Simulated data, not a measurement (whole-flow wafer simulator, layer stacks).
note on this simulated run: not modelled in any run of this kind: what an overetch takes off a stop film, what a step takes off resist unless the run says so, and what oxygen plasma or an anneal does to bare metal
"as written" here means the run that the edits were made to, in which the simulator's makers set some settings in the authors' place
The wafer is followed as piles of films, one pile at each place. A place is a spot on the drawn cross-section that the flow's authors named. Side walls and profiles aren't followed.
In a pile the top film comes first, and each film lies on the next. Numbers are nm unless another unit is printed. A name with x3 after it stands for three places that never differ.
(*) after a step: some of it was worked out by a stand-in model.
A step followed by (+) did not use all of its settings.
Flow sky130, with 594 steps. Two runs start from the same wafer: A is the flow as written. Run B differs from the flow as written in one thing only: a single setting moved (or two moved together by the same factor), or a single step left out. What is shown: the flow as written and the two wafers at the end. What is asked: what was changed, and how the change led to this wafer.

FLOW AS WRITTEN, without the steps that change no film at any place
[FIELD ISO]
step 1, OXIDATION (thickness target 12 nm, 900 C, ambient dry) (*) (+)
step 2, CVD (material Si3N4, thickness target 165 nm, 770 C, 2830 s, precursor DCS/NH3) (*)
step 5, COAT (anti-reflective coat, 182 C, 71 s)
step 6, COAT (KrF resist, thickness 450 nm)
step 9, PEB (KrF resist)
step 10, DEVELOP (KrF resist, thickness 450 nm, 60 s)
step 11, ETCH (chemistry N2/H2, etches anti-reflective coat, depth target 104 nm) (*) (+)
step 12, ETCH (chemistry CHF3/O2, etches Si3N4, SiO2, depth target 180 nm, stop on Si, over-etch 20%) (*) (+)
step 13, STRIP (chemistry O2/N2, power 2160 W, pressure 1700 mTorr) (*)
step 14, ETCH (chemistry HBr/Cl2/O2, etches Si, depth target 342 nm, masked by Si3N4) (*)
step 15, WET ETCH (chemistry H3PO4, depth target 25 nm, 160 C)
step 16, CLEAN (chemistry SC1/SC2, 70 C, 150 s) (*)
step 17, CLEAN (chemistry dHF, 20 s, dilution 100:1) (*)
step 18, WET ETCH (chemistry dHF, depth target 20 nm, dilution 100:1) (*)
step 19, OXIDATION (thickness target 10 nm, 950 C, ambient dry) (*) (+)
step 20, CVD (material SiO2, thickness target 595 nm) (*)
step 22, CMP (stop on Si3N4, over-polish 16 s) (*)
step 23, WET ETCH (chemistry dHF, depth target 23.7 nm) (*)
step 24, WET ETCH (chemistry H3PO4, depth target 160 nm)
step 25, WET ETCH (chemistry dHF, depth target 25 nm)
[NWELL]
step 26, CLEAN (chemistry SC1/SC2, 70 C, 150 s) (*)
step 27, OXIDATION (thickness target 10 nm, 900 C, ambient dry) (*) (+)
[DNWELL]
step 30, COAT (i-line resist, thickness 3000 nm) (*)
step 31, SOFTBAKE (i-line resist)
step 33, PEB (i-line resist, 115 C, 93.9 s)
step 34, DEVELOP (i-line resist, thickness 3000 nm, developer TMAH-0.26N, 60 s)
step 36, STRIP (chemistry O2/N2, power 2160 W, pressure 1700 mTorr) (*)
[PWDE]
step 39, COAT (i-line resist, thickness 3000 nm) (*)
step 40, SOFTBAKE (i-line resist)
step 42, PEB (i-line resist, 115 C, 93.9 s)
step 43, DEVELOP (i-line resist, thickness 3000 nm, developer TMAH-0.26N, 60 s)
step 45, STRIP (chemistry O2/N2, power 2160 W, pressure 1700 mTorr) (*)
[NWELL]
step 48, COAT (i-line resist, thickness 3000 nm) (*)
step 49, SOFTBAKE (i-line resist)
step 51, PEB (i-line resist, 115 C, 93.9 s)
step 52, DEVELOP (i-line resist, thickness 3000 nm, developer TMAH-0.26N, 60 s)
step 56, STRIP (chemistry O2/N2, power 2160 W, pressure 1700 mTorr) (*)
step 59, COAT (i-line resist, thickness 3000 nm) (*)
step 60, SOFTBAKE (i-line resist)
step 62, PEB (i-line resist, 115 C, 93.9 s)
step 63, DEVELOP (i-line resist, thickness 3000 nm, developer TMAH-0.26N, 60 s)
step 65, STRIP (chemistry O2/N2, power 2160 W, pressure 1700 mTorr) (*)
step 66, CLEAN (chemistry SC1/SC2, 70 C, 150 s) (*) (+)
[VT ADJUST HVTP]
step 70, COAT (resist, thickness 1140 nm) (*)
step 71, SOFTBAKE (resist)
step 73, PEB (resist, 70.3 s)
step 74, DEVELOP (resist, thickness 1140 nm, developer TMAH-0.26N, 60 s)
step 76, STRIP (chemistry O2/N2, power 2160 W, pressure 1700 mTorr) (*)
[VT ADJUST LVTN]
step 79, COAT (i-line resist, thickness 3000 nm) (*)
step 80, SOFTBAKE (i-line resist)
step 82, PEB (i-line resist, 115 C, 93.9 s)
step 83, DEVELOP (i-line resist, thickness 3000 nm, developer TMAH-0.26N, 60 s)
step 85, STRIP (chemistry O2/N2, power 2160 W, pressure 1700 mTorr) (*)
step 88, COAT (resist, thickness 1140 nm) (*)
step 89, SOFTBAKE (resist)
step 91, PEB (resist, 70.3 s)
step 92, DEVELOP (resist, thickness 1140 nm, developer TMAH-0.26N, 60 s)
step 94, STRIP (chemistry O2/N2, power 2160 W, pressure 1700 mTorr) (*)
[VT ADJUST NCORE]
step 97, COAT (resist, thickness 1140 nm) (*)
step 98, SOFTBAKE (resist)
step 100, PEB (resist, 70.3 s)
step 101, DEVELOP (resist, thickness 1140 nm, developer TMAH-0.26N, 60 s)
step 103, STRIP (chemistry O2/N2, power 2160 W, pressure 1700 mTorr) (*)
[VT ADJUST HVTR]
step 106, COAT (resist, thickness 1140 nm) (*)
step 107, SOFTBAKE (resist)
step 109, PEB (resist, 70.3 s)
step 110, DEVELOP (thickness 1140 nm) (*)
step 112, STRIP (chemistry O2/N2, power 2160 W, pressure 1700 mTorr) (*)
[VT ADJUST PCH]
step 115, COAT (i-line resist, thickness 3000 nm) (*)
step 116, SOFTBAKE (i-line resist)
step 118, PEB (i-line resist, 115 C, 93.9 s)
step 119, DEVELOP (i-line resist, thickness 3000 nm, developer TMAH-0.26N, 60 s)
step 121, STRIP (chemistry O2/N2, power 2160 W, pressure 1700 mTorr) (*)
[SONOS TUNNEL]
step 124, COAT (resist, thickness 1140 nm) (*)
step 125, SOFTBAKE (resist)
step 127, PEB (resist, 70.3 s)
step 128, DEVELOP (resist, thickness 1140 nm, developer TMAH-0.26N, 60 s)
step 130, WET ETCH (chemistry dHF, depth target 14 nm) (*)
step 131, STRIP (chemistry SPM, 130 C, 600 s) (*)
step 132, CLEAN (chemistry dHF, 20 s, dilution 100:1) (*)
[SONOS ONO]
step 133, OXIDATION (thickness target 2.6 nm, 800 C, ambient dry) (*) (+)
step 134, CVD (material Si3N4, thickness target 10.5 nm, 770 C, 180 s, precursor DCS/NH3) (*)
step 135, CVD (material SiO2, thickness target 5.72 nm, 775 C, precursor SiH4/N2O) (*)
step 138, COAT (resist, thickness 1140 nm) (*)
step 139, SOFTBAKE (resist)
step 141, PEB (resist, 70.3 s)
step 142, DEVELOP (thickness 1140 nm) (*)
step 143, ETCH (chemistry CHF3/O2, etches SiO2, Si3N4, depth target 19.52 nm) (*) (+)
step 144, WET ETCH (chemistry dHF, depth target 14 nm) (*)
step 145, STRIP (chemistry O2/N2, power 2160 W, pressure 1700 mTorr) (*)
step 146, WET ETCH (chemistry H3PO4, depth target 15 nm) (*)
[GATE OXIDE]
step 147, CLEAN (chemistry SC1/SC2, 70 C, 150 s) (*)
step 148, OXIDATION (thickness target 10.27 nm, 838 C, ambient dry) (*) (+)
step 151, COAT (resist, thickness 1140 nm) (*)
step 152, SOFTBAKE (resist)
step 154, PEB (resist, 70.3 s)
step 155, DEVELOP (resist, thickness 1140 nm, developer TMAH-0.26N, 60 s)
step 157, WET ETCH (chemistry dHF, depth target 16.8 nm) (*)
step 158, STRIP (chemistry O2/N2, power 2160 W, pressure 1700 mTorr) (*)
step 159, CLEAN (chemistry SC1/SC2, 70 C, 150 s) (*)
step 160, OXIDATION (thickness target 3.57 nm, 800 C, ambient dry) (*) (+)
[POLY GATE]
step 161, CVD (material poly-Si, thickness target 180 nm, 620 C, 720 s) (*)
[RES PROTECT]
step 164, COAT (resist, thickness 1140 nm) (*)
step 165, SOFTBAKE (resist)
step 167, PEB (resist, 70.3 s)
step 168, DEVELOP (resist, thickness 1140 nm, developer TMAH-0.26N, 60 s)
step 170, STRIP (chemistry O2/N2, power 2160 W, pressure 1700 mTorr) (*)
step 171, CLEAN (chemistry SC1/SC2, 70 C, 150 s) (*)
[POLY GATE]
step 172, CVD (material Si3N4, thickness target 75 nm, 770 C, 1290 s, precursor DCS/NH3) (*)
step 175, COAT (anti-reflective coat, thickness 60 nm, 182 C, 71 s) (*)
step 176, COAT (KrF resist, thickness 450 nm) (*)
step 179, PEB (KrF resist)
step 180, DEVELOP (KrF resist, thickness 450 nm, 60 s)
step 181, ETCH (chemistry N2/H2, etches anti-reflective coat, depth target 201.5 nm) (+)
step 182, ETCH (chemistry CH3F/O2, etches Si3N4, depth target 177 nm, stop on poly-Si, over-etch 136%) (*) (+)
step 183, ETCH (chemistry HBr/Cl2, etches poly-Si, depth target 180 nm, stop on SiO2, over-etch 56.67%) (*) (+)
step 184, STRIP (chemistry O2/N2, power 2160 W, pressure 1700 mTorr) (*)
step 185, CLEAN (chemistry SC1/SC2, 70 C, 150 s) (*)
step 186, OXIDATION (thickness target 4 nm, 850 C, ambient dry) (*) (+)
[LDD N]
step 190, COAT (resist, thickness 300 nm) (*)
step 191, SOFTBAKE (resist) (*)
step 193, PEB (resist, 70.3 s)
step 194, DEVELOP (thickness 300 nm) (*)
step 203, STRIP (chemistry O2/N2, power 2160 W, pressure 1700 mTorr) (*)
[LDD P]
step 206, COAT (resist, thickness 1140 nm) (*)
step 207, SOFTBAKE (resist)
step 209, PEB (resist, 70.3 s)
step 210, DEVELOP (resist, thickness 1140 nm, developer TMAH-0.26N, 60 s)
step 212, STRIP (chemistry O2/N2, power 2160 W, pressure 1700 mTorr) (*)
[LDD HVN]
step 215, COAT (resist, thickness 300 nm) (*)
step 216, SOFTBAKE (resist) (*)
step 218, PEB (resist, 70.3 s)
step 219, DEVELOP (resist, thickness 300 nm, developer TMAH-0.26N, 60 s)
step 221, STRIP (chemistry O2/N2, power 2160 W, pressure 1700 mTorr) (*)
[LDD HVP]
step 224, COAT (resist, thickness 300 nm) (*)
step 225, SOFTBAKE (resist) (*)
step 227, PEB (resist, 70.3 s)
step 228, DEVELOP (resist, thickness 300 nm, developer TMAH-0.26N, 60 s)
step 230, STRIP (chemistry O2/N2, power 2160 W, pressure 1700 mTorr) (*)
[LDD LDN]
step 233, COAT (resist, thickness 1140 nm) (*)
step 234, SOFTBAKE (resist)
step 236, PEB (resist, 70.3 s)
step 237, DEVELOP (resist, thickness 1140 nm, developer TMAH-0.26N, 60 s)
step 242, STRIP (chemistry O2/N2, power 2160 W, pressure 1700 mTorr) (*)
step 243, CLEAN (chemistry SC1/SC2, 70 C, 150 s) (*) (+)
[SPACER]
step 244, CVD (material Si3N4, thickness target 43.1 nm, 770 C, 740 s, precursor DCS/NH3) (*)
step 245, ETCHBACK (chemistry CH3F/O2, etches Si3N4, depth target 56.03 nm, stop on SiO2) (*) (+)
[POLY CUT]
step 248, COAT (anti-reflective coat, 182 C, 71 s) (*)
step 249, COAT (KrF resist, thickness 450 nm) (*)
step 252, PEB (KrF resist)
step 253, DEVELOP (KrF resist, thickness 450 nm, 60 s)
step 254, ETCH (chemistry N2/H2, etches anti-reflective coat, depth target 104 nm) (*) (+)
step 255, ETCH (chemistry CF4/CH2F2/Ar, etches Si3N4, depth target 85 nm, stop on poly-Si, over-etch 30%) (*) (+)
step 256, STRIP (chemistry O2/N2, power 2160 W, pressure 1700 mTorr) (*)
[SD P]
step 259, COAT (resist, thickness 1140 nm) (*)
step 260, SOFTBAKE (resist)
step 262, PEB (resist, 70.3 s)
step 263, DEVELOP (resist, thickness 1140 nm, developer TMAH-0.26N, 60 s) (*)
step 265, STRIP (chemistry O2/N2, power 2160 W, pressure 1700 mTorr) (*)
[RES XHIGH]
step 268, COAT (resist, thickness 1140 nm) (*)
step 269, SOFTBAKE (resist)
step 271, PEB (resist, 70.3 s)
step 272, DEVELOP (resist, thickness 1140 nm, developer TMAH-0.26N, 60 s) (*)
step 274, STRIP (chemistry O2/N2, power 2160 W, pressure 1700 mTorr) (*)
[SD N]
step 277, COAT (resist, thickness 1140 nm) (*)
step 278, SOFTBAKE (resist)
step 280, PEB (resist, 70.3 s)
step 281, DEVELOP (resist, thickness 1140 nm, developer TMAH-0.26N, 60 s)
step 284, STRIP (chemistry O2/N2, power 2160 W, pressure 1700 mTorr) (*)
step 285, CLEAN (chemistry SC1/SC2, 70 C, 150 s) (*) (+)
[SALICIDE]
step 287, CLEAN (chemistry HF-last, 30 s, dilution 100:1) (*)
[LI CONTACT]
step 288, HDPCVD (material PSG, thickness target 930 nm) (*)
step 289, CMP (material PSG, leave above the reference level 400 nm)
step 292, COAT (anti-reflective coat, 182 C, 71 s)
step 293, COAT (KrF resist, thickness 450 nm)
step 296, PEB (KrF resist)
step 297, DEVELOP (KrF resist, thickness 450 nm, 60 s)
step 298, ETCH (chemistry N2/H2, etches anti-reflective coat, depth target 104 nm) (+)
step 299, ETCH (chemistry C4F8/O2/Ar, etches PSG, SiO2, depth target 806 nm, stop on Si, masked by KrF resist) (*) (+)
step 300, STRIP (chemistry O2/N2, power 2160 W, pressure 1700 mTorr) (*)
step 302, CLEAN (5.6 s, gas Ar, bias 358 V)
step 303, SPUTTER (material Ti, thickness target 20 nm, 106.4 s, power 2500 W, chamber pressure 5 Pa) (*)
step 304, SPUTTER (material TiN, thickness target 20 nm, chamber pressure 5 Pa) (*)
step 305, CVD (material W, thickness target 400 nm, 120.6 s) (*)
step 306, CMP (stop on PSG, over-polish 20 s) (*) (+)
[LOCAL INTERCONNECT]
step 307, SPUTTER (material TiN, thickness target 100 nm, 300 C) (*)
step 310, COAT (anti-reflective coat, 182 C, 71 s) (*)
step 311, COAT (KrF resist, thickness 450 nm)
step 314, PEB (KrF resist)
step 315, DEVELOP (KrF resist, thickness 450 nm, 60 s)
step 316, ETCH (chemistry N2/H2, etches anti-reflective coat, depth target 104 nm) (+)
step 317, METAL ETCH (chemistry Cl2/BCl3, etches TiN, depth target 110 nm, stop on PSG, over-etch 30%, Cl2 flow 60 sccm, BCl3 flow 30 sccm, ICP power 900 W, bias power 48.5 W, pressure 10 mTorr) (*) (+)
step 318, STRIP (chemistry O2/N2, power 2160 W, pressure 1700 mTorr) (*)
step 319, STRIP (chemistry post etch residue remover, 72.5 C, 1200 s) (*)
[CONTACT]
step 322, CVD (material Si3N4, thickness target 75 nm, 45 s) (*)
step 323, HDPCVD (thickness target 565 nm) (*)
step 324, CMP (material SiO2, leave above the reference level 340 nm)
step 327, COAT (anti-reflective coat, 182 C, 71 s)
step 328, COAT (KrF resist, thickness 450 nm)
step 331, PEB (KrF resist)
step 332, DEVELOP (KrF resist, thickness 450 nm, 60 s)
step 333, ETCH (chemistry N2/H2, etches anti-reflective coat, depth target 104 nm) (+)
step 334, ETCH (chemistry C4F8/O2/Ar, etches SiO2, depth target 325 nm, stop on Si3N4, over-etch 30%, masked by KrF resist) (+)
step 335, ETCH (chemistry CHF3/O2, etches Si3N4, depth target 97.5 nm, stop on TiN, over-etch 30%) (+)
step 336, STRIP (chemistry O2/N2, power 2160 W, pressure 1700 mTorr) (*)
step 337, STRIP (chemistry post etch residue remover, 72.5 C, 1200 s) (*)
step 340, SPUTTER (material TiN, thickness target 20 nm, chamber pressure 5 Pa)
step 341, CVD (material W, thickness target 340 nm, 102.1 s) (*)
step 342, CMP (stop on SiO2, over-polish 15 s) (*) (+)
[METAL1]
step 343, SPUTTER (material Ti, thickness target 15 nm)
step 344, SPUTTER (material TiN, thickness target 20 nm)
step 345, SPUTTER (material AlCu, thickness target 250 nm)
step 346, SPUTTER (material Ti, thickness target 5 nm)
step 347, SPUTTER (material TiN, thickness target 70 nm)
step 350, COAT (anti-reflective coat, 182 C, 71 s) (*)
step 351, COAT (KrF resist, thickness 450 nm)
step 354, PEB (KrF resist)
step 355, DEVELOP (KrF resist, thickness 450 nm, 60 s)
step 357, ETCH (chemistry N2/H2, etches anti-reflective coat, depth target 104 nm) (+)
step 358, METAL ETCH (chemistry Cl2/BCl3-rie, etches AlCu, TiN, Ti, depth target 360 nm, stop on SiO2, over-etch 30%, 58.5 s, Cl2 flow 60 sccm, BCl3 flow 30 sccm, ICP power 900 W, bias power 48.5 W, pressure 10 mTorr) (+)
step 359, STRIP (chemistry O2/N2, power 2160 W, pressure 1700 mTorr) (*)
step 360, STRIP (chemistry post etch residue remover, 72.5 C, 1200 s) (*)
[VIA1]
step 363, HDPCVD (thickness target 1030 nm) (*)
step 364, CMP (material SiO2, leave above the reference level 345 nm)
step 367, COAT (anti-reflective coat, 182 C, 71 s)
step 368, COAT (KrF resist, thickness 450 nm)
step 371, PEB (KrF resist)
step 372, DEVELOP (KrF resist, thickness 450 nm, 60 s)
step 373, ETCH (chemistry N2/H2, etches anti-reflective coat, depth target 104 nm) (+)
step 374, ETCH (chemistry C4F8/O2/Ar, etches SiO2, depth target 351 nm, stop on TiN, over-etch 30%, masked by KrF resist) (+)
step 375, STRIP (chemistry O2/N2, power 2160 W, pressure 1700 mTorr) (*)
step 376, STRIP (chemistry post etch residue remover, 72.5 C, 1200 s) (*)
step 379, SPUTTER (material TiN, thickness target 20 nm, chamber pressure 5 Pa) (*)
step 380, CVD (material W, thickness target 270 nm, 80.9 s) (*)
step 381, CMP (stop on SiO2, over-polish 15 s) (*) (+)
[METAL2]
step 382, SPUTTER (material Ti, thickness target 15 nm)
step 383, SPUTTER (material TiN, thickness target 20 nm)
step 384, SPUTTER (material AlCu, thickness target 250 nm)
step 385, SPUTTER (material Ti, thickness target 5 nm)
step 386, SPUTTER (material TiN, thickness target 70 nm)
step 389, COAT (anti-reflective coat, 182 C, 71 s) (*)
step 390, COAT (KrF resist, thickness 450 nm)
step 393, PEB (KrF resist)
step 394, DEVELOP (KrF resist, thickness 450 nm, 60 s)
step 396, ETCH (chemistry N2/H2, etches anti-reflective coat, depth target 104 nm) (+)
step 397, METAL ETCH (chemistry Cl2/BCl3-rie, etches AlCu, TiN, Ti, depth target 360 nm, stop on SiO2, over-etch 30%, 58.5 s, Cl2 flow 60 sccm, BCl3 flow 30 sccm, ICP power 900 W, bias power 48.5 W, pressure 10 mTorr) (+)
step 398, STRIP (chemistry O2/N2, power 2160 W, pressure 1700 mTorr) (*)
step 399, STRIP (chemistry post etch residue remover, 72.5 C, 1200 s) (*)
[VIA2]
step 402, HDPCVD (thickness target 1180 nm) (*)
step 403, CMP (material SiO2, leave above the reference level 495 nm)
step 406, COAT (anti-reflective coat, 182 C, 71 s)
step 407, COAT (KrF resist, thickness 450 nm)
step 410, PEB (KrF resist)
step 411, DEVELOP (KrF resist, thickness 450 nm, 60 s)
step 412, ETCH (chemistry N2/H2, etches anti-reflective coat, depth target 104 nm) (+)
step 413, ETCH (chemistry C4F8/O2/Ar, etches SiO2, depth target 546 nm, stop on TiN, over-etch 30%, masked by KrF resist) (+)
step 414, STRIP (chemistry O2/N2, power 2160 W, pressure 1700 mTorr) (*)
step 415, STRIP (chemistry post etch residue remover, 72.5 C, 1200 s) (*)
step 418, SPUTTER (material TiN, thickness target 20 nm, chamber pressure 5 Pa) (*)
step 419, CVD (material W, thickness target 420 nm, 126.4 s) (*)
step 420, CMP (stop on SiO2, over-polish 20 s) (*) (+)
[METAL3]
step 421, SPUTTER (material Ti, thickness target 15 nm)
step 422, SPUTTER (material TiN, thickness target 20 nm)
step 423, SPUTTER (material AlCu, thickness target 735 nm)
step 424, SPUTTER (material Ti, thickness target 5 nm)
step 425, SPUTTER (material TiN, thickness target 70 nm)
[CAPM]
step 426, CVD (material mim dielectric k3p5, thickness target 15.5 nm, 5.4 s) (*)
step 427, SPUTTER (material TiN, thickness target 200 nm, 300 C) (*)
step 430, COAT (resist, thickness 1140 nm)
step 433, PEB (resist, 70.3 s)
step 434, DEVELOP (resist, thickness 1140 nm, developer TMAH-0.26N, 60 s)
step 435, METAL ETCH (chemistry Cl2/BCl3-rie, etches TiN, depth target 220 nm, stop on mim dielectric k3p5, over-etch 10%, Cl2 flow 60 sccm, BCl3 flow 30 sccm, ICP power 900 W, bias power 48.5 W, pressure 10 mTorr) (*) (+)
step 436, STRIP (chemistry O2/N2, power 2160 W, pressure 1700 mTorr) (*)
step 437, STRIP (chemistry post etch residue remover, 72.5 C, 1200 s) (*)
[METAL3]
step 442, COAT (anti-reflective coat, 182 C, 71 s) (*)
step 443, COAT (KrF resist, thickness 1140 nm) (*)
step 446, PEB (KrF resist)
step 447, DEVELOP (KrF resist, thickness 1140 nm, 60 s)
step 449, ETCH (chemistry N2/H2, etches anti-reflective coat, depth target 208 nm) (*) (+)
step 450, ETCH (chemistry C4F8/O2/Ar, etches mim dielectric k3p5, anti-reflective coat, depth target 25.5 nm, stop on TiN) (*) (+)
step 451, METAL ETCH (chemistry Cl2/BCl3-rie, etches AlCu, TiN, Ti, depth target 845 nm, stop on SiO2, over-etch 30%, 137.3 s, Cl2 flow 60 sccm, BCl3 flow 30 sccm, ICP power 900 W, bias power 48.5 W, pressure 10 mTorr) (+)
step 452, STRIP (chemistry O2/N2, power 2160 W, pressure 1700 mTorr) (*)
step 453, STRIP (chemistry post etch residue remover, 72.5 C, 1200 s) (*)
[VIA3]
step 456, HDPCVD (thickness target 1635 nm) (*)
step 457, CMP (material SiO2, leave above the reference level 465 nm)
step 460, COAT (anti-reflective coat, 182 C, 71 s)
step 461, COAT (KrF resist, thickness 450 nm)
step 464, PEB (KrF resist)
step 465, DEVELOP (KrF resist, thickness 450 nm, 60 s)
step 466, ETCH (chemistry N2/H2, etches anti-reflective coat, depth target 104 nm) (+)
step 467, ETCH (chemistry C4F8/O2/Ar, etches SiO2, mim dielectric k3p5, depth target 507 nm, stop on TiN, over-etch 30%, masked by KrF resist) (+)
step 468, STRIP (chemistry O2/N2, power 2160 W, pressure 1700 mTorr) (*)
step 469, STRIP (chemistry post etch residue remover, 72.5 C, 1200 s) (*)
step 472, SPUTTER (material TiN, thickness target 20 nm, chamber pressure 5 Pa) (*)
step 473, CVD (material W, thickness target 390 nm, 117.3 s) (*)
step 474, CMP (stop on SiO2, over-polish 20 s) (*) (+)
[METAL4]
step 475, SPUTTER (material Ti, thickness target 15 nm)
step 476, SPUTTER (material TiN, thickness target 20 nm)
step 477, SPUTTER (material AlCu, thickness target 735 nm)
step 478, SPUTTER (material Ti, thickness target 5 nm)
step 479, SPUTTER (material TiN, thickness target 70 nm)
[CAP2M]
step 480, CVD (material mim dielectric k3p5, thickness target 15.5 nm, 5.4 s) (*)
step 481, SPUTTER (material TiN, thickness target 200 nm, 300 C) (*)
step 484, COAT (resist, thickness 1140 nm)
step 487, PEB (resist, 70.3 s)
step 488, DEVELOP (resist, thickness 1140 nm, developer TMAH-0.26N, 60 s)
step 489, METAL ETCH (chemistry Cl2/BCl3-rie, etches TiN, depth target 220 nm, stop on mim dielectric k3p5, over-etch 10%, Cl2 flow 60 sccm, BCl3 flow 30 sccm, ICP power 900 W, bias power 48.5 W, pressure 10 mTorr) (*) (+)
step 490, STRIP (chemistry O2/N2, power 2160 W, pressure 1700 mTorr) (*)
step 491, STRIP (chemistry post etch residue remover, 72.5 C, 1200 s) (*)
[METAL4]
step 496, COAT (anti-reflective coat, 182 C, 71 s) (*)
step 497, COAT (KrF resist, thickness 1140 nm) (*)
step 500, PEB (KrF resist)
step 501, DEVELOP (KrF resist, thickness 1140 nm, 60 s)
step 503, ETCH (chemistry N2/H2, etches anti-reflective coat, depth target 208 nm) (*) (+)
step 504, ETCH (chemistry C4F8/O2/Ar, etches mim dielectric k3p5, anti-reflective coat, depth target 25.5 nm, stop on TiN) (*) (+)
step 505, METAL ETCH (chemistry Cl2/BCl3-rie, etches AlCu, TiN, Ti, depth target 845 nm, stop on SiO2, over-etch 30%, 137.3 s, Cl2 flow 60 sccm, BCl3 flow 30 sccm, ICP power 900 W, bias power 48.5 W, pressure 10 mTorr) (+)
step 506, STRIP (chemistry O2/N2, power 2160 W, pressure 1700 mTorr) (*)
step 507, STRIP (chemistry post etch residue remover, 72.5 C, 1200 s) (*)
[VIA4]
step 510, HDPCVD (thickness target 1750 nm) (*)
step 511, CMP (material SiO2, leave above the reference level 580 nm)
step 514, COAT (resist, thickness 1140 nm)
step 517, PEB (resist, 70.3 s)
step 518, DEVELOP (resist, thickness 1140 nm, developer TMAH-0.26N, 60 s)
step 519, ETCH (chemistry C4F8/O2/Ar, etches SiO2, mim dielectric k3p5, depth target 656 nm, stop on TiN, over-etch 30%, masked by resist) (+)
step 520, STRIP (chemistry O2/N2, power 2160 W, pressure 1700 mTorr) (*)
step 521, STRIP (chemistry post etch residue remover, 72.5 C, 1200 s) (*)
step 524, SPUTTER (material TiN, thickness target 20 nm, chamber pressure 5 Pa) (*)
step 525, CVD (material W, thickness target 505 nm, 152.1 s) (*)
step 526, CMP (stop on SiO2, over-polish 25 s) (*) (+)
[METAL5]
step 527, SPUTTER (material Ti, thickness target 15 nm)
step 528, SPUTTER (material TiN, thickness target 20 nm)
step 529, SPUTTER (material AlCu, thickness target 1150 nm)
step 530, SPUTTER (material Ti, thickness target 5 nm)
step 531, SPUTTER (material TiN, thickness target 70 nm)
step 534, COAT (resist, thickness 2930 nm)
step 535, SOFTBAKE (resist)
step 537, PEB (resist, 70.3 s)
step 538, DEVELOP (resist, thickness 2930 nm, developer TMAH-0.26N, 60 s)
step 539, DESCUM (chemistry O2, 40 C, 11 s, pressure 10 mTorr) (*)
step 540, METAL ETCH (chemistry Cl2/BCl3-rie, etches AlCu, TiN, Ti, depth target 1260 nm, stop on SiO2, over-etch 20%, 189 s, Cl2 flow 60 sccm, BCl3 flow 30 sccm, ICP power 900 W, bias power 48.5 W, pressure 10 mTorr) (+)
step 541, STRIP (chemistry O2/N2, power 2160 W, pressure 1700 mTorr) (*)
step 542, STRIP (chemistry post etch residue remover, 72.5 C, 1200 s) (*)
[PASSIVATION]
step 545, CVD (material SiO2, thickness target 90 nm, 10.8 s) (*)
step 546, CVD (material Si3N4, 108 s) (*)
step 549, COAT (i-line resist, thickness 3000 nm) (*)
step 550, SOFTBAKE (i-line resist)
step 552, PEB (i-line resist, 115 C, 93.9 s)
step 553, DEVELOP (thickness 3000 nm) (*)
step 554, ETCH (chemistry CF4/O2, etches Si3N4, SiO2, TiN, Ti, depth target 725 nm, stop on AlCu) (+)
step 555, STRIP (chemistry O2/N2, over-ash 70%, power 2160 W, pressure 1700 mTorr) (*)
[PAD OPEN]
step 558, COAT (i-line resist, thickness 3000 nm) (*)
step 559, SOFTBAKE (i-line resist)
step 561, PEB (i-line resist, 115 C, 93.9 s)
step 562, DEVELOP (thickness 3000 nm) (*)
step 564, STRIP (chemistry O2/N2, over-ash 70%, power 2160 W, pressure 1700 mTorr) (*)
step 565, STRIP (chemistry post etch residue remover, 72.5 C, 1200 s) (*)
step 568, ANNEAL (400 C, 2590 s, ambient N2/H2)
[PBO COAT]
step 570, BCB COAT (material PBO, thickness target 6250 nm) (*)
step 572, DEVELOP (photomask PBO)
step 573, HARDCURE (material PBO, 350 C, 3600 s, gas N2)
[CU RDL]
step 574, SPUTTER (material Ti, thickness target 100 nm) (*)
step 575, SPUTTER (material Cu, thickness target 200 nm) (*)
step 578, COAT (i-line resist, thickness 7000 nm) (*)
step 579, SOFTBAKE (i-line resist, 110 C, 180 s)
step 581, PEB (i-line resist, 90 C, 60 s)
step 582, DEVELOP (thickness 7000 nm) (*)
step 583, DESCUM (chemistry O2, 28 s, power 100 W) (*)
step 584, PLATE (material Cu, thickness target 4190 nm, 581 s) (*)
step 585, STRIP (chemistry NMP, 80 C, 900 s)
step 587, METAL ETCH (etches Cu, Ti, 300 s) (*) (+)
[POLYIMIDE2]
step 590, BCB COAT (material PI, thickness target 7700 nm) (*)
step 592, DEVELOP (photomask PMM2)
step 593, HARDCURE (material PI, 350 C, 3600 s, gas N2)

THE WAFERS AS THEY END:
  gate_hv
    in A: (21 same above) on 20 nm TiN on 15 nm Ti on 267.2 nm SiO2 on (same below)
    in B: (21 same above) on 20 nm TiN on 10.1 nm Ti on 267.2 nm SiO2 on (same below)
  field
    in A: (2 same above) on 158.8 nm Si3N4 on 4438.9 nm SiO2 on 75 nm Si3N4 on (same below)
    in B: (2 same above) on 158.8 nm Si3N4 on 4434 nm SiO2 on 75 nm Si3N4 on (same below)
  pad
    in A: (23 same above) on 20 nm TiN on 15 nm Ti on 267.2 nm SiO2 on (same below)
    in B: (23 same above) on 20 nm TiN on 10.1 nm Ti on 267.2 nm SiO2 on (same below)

Cause: step 382, SPUTTER: thickness target 10.1 nm was run, while the flow as written has thickness target 15 nm.
The wafer itself shows it: gate_hv has Ti 10.1, and step 382 as written asks for 15 nm.

Step by step, how the change led to this:
  step 382, SPUTTER (material Ti, thickness target 15 nm)
      field, active, n_well and 188 more: A Ti gains 15 (new film) | B Ti gains 10.1 (new film)
  step 397, METAL ETCH (chemistry Cl2/BCl3-rie, etches AlCu, TiN, Ti, depth target 360 nm, stop on SiO2, over-etch 30%, 58.5 s, Cl2 flow 60 sccm, BCl3 flow 30 sccm, ICP power 900 W, bias power 48.5 W, pressure 10 mTorr) (+)
      field, active, gate and 82 more: A TiN loses 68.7 (all of it), Ti loses 5 (all of it), AlCu loses 250 (all of it), TiN loses 20 (all of it), Ti loses 15 (all of it), SiO2 loses 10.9 | B TiN loses 68.7 (all of it), Ti loses 5 (all of it), AlCu loses 250 (all of it), TiN loses 20 (all of it), Ti loses 10.1 (all of it), SiO2 loses 11.4
